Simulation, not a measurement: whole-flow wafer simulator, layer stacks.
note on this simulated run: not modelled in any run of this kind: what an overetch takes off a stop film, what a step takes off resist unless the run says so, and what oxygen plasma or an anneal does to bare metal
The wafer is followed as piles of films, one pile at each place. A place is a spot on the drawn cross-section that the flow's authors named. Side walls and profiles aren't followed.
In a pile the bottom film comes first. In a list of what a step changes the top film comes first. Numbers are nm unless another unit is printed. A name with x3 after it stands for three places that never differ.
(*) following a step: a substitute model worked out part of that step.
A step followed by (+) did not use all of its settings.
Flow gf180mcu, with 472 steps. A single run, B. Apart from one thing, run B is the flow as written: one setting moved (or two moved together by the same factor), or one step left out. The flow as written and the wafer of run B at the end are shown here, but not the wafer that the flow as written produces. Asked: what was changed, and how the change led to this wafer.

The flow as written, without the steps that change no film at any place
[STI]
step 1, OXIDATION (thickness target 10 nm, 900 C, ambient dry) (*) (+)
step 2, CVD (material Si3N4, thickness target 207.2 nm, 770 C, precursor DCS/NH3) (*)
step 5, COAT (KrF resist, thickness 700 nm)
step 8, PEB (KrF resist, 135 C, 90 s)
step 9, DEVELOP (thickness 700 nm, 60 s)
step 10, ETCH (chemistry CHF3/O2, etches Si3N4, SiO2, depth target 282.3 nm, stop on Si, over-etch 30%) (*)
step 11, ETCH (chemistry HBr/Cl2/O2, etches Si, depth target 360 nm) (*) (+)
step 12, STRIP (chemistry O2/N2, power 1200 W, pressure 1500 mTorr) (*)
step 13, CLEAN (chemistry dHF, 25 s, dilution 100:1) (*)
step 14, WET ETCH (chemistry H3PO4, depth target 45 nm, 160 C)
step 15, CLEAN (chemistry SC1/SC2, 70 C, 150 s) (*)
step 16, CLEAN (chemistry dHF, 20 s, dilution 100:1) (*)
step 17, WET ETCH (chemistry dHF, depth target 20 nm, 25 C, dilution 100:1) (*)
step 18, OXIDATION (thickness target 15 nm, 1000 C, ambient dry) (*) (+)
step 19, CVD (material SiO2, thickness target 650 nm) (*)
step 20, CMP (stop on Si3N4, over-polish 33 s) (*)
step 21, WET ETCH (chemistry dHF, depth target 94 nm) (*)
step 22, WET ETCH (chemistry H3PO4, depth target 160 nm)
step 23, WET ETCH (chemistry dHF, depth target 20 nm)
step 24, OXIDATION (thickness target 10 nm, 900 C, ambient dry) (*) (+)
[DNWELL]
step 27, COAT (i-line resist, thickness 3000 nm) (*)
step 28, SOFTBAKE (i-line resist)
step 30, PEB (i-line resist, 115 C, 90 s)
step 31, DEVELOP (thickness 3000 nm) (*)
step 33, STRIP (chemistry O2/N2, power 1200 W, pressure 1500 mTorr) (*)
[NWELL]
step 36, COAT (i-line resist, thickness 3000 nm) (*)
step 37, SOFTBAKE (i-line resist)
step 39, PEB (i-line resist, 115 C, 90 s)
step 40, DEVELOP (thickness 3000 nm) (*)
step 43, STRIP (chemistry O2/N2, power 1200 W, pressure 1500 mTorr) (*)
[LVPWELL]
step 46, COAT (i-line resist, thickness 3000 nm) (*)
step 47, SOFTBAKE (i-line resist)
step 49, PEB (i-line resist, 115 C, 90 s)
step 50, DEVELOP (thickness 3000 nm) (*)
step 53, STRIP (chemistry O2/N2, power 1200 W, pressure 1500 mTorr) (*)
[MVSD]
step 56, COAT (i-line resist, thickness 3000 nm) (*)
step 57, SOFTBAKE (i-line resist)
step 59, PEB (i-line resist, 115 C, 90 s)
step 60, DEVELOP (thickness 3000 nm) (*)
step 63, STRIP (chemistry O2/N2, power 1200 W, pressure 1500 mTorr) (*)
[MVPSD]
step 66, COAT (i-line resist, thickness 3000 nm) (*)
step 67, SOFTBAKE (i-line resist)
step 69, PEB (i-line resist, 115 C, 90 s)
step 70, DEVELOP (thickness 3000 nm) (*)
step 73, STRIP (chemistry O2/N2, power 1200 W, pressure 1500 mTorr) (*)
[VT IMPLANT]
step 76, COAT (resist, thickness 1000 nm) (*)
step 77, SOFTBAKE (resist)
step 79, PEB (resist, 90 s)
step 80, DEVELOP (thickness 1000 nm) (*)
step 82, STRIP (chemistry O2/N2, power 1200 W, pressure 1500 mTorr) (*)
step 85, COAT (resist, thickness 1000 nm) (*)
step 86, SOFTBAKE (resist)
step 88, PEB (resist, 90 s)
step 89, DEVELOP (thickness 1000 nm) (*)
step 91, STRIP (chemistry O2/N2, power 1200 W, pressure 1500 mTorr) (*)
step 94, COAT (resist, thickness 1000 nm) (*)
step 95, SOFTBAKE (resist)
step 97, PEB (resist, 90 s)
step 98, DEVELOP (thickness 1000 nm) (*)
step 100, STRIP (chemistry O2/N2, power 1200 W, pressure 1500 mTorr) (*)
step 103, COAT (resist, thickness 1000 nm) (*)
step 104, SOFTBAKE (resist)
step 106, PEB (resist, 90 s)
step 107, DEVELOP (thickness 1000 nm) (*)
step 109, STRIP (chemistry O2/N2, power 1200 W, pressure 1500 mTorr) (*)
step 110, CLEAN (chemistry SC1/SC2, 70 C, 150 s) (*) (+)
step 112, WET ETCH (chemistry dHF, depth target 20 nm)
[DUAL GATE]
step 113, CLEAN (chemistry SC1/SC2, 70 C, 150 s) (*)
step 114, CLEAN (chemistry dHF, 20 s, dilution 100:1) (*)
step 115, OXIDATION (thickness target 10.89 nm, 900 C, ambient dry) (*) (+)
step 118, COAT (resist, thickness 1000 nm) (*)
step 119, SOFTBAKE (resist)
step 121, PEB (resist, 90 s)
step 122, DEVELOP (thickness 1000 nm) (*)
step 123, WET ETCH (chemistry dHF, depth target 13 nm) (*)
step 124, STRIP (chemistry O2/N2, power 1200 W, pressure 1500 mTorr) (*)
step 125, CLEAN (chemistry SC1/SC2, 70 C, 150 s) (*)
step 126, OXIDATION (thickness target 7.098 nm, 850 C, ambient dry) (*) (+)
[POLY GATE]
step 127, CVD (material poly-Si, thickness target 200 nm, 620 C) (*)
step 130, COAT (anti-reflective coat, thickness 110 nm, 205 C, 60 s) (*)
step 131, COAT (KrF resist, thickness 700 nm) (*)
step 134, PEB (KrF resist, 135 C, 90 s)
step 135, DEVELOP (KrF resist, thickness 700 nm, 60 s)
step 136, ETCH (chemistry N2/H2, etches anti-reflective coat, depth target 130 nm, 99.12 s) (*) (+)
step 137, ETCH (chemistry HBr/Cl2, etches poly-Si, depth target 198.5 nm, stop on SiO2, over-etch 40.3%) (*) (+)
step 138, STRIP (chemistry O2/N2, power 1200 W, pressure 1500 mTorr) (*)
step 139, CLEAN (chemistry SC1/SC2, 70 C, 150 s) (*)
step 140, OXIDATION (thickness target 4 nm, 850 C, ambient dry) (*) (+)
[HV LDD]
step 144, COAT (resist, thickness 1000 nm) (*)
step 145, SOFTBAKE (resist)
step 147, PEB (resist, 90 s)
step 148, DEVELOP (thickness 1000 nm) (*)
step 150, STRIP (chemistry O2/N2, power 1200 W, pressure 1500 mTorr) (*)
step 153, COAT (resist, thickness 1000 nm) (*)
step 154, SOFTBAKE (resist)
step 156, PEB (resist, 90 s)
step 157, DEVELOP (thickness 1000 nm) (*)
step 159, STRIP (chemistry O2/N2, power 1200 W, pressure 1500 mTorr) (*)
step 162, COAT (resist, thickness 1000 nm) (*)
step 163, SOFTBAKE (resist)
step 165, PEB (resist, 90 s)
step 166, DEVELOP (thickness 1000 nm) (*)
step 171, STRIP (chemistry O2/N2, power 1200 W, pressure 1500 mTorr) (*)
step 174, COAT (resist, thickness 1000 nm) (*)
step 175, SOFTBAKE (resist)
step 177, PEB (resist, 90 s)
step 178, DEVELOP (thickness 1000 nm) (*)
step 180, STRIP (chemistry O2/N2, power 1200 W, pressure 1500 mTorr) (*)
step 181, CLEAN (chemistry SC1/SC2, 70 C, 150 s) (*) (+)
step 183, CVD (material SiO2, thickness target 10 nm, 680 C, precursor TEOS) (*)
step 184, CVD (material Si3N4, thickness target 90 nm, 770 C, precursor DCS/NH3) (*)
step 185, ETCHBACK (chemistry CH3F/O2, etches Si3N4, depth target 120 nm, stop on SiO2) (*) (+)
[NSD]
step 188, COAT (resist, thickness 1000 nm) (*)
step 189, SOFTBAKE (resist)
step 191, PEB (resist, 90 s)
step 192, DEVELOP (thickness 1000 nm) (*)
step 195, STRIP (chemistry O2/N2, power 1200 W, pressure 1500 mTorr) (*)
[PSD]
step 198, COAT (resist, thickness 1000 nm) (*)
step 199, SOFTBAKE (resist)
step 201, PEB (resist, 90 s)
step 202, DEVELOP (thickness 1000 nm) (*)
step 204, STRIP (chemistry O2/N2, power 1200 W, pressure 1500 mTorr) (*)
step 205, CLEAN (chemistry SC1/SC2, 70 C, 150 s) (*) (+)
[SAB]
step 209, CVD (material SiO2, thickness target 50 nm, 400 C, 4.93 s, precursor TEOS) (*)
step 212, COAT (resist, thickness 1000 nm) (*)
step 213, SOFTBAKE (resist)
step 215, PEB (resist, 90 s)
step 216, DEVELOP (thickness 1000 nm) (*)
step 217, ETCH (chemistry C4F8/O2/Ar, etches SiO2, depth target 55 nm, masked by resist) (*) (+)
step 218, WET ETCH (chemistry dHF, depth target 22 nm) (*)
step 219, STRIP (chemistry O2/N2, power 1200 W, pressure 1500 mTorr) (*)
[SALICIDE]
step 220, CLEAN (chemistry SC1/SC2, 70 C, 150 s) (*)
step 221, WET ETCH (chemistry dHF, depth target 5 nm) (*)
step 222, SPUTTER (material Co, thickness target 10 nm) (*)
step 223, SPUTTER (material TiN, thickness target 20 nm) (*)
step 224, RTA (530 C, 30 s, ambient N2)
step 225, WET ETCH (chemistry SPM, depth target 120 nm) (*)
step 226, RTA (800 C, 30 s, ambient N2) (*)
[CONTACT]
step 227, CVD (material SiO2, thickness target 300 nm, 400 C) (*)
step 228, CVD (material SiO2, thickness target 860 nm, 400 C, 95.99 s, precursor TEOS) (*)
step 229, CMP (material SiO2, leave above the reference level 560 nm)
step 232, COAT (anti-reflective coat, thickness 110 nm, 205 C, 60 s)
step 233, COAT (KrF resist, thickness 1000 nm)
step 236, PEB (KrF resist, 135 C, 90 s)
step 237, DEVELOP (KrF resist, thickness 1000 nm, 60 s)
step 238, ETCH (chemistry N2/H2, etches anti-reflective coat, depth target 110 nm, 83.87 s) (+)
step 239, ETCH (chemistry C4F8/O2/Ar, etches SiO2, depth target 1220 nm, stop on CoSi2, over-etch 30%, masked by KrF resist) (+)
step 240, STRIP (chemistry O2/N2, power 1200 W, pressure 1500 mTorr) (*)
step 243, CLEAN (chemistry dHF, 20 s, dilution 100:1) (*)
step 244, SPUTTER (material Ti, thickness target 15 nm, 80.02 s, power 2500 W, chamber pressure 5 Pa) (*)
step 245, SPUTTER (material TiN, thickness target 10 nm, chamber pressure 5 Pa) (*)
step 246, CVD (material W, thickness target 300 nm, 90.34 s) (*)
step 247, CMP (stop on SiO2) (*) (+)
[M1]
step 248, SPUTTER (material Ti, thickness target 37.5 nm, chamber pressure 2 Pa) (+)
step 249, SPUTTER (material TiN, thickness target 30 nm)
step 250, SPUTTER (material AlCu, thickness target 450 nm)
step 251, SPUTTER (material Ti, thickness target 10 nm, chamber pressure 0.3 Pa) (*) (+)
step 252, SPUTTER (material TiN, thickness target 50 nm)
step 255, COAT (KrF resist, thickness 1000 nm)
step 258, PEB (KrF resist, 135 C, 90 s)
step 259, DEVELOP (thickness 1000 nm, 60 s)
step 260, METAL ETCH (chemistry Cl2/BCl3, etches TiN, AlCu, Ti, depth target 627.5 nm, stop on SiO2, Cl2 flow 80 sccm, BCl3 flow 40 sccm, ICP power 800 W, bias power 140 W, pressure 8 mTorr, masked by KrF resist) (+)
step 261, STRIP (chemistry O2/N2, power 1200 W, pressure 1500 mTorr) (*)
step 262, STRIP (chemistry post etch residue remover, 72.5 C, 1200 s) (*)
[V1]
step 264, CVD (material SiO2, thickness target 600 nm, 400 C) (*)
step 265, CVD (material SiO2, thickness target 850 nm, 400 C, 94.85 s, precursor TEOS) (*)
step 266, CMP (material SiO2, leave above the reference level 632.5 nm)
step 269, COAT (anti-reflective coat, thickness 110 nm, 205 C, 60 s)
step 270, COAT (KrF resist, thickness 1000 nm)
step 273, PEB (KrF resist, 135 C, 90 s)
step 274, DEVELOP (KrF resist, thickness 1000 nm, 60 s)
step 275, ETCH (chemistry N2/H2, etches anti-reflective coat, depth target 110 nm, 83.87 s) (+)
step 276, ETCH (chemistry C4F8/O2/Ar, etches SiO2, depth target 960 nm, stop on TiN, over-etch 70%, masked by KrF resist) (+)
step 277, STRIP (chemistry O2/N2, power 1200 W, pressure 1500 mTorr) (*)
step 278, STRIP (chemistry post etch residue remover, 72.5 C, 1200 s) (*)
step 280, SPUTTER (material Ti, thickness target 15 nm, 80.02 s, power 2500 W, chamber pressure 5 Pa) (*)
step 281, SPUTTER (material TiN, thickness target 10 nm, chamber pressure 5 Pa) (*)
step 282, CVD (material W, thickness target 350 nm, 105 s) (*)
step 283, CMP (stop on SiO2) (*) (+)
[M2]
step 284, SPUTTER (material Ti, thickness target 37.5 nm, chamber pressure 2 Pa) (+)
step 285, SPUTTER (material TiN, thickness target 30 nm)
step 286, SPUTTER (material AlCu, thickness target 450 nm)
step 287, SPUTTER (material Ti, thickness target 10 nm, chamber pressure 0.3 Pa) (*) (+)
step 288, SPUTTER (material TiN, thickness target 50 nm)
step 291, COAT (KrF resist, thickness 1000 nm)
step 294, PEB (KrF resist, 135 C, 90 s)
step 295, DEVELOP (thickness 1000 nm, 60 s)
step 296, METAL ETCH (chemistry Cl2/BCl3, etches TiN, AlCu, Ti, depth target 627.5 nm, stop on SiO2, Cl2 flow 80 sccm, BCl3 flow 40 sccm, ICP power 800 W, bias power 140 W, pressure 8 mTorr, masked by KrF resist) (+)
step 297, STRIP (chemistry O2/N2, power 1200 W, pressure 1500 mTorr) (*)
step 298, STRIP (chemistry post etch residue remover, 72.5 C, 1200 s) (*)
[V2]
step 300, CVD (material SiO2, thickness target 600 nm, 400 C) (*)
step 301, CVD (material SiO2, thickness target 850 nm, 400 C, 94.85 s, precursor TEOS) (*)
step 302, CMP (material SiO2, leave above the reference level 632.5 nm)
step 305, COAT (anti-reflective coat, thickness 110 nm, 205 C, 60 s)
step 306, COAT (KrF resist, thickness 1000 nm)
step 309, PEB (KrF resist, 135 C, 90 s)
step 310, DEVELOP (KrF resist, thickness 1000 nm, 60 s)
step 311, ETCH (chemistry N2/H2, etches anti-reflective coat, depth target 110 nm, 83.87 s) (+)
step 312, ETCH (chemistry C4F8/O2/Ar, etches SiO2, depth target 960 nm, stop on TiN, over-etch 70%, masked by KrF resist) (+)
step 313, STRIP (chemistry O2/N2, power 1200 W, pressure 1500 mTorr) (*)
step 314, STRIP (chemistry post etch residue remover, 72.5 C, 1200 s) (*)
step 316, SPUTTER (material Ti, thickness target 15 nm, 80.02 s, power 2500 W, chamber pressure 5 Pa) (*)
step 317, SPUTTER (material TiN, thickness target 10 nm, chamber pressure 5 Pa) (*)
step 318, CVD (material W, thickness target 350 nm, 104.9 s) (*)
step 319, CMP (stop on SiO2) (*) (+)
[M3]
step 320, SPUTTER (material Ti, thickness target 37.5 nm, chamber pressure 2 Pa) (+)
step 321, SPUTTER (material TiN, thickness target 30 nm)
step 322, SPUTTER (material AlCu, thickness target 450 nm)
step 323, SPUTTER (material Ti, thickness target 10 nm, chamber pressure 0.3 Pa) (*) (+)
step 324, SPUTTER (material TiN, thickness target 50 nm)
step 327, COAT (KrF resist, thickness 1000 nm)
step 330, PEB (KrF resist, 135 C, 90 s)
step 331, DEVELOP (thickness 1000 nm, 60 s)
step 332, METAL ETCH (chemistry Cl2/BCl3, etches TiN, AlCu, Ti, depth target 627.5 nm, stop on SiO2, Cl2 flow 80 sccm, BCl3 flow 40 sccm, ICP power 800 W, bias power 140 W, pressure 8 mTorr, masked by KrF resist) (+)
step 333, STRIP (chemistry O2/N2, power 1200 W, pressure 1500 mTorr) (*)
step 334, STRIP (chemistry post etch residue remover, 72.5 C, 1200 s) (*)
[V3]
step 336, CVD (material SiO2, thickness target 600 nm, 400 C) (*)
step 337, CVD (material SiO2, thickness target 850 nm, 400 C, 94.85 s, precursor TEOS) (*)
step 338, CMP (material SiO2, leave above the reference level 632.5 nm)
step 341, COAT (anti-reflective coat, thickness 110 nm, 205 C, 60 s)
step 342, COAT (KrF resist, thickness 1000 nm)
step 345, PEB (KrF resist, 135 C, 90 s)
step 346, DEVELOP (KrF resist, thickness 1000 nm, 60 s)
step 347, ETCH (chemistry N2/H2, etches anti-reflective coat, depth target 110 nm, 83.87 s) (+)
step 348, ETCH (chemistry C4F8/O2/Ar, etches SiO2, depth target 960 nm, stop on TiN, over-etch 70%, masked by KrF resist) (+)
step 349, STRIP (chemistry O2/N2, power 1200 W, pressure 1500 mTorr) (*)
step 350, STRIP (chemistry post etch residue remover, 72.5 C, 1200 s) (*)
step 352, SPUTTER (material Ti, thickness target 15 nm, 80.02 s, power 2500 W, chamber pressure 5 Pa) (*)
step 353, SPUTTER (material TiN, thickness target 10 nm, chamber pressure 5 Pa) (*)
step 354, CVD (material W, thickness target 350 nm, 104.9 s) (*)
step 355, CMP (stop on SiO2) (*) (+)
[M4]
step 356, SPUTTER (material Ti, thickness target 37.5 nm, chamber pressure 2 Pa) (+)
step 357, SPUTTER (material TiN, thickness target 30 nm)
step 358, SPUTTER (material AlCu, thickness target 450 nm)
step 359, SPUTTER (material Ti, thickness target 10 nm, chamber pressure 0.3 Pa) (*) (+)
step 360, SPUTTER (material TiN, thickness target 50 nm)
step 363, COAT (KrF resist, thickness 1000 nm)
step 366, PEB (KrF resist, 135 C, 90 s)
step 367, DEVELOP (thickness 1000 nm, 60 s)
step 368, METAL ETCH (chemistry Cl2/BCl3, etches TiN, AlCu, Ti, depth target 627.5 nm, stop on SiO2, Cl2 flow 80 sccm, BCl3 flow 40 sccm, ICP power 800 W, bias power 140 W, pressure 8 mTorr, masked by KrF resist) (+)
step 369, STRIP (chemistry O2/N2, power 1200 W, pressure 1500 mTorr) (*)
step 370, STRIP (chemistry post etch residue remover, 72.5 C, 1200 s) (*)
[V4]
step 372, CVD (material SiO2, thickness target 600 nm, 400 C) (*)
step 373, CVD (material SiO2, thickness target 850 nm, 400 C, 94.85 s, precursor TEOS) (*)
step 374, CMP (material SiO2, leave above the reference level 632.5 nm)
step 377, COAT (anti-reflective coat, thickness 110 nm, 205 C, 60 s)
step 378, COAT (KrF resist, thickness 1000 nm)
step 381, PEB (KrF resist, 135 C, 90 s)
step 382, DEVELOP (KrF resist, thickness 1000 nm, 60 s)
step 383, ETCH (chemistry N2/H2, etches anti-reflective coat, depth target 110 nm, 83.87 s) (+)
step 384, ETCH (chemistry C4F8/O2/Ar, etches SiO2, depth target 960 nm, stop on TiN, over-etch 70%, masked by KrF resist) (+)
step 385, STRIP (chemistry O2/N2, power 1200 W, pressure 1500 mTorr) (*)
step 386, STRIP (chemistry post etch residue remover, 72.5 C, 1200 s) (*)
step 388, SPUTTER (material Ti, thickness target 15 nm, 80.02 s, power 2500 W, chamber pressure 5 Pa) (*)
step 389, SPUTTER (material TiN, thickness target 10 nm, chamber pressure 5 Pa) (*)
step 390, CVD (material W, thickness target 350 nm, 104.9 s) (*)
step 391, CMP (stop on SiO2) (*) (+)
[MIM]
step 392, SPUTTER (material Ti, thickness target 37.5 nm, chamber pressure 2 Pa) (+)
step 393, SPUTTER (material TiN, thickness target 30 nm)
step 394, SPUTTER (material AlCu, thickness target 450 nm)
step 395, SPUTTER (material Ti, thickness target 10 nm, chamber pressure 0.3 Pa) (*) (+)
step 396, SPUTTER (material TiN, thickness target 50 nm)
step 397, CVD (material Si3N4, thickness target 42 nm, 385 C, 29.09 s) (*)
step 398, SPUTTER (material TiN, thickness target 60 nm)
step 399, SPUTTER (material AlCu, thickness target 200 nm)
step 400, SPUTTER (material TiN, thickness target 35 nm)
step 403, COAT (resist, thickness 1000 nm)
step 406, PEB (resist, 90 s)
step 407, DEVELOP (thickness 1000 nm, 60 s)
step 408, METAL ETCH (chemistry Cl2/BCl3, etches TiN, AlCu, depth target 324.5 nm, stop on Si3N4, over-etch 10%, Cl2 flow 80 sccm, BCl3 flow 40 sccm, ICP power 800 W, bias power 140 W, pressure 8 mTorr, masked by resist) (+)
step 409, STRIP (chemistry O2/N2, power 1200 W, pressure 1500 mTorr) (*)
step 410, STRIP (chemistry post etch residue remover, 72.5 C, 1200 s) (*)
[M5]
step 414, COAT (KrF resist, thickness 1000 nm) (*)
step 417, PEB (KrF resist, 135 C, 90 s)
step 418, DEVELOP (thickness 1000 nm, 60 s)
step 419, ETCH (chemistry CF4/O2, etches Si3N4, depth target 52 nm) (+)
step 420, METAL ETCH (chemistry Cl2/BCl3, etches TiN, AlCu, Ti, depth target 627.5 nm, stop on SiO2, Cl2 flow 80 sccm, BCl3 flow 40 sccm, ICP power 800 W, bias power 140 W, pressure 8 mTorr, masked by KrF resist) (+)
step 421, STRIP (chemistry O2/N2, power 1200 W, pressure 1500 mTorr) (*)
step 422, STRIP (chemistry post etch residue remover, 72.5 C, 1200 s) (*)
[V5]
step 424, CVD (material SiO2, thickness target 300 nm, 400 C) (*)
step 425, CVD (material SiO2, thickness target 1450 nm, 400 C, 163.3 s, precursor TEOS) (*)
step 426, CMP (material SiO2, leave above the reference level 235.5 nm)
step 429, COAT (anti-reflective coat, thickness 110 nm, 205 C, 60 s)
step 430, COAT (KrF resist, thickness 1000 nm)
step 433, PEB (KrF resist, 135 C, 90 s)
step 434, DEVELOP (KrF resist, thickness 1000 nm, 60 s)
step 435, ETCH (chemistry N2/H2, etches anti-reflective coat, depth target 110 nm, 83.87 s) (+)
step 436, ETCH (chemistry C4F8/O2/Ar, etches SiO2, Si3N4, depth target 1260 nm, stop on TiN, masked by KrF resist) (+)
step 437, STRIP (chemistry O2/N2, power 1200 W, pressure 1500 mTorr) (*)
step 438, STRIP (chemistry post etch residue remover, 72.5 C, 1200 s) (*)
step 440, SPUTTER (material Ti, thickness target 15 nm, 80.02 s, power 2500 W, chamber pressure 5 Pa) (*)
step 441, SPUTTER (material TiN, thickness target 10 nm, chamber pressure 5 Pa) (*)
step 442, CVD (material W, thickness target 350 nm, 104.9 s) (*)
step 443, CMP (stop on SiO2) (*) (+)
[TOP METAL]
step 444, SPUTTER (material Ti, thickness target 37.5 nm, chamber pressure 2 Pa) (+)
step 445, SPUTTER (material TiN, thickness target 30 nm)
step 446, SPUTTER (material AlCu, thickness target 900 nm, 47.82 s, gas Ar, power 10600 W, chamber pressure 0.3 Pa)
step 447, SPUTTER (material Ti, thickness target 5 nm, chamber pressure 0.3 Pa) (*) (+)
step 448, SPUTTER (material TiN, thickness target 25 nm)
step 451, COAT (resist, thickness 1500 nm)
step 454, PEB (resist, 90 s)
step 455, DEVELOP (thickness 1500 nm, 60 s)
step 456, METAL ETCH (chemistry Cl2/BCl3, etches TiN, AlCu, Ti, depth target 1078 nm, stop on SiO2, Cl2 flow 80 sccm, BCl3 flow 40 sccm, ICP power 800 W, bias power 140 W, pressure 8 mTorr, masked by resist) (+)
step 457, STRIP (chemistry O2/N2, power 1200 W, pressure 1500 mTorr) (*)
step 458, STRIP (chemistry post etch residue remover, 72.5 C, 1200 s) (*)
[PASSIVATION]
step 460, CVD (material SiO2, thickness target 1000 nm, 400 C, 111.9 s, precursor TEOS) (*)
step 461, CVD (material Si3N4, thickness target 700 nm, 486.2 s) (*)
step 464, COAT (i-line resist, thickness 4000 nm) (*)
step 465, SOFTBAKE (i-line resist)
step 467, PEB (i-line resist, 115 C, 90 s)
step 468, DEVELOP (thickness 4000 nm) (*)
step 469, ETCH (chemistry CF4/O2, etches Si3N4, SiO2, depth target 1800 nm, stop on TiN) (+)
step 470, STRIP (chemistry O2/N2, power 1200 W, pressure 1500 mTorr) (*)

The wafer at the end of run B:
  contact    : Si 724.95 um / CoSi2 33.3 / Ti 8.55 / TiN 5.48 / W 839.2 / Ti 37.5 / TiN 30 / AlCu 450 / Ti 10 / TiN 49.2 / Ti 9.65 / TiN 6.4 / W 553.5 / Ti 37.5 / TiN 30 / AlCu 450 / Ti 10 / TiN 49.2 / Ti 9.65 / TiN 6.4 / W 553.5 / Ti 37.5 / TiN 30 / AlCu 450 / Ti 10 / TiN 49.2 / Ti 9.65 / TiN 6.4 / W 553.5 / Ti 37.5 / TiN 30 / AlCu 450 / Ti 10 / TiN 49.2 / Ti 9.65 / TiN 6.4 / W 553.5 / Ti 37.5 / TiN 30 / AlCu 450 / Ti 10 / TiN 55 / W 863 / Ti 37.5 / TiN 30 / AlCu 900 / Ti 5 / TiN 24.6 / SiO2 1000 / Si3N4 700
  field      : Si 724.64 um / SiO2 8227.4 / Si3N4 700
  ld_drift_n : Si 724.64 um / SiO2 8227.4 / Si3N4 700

Cause: step 440, SPUTTER: material Ti, thickness target 15 nm, 80.02 s, power 2500 W, chamber pressure 5 Pa (*), was omitted.

Step by step, how the change led to this:
  step 441, SPUTTER (material TiN, thickness target 10 nm, chamber pressure 5 Pa) (*)
      contact: +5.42 TiN (it would be, as written: +5.38 TiN (new film))
  step 443, CMP (stop on SiO2) (*) (+)
      field, field__w1, field__w2 and 108 more: -350 W (all of it), -10 TiN (all of it), -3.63 SiO2 (it would be, as written: -350 W (all of it), -10 TiN (all of it), -15 Ti (all of it), -3.78 SiO2)
      contact: -363.6 W (it would be, as written: -378.8 W)
